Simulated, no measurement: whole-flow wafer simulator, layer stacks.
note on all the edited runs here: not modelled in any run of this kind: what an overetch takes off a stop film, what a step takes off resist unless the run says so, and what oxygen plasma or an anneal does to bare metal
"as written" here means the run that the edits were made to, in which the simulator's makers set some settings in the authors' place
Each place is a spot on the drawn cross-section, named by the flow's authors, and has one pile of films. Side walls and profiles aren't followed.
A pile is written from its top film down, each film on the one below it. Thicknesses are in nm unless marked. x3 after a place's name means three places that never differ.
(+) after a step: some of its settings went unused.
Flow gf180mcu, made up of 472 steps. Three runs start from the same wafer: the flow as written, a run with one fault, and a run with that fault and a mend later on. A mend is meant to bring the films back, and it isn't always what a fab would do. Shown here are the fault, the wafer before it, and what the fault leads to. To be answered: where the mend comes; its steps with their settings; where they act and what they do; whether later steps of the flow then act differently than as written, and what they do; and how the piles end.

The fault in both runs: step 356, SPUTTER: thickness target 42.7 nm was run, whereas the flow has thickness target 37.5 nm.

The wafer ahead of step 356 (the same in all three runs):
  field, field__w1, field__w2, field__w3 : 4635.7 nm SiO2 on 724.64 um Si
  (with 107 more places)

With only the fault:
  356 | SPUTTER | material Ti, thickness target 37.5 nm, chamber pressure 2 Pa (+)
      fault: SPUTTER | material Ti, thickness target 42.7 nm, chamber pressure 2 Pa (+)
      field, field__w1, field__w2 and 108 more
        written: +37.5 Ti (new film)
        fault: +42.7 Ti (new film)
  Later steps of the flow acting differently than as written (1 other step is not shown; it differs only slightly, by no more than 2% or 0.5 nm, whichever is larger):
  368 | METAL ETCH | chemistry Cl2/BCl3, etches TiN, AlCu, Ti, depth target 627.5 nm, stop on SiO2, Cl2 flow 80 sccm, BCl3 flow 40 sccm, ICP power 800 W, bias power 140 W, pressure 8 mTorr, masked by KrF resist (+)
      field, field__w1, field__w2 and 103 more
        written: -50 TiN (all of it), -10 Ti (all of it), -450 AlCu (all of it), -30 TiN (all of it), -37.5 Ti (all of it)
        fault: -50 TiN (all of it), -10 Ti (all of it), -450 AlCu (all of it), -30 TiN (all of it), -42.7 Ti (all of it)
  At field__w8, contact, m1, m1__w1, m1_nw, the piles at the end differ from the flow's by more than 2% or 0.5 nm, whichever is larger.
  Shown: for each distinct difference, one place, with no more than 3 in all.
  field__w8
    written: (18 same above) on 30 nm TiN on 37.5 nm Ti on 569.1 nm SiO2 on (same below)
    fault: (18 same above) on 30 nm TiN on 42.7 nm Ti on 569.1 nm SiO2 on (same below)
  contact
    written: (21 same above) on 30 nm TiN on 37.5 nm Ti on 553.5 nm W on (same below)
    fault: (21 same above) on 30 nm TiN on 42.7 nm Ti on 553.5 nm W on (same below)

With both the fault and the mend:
  The mend follows step 356.
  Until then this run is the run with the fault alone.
  356a | METAL ETCH | chemistry Cl2/BCl3, etches TiN, AlCu, Ti, depth target 5.2 nm, Cl2 flow 80 sccm, BCl3 flow 40 sccm, ICP power 800 W, bias power 140 W, pressure 8 mTorr (a further turn of the flow's step 260, with different settings)
      field, field__w1, field__w2 and 108 more
        -5.2 Ti
  Every later step of the flow that is run acts as written at every place that is followed.
  The piles end the same as the flow's at every place that both follow.
